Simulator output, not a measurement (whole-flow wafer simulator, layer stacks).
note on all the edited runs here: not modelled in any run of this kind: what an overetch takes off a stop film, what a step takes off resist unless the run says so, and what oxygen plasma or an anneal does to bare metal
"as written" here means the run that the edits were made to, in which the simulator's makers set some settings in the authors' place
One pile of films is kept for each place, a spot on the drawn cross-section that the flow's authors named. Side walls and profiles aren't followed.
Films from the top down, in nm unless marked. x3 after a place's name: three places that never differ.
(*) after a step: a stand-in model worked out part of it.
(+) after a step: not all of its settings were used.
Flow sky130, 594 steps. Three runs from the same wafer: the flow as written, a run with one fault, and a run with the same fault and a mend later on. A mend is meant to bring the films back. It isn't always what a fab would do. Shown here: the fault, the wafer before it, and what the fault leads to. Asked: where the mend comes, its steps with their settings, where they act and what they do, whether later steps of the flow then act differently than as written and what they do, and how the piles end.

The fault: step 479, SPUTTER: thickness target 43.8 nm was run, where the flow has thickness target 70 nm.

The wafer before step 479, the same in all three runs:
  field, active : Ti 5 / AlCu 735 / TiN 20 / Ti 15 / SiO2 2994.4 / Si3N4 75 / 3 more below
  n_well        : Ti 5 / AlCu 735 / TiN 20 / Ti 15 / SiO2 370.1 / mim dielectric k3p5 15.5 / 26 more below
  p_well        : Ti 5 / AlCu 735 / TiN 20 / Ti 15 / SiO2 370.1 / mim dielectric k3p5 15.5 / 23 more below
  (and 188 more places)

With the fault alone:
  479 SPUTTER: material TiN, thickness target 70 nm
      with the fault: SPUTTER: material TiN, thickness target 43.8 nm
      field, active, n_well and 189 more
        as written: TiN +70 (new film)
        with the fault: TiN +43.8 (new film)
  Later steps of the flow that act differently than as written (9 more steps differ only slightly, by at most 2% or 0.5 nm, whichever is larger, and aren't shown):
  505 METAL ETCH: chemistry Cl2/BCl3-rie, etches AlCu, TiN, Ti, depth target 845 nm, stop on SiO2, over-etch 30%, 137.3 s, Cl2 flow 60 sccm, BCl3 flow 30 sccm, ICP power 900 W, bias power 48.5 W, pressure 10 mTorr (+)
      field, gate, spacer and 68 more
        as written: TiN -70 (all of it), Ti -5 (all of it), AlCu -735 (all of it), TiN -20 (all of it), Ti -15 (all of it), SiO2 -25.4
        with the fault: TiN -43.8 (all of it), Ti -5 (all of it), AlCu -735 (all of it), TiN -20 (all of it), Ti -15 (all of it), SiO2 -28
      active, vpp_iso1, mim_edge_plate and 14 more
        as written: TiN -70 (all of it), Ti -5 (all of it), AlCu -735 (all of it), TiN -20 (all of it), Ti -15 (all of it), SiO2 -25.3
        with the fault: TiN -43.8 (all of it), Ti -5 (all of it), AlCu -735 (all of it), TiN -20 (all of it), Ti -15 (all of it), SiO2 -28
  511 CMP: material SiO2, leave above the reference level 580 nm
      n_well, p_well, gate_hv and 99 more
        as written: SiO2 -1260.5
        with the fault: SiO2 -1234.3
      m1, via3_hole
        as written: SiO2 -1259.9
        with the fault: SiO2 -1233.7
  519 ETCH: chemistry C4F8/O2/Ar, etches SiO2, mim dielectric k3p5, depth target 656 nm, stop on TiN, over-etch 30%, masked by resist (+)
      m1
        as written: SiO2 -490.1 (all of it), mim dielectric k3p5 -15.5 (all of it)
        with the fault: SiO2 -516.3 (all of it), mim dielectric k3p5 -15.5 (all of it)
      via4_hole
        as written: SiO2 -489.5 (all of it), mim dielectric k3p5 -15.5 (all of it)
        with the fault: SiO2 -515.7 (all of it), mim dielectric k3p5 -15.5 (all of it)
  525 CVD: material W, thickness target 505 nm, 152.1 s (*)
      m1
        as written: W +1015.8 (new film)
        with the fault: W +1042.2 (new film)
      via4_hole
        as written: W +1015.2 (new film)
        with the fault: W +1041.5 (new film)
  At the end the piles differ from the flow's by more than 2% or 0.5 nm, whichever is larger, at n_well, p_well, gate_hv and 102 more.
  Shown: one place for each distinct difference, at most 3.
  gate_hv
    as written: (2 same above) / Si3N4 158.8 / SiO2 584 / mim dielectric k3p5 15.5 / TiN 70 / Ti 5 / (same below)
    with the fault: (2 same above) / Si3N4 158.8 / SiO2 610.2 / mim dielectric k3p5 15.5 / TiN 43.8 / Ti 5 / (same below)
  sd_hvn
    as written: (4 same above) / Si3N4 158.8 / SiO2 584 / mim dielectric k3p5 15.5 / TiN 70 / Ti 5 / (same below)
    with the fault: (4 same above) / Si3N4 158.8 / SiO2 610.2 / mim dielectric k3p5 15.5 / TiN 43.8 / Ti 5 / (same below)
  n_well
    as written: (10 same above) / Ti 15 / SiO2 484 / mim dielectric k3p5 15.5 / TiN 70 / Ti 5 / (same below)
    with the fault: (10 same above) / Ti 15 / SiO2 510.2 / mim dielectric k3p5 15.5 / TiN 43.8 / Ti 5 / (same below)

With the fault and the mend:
  The mend comes after step 479.
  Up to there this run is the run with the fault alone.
  479a SPUTTER: material TiN, thickness target 26.2 nm (the flow's step 479 once more, with other settings)
      field, active, n_well and 189 more
        TiN +26.2
  No later step of the flow acts differently than as written at any place that is followed.
  At the end the piles are the same as the flow's at every place that both follow.
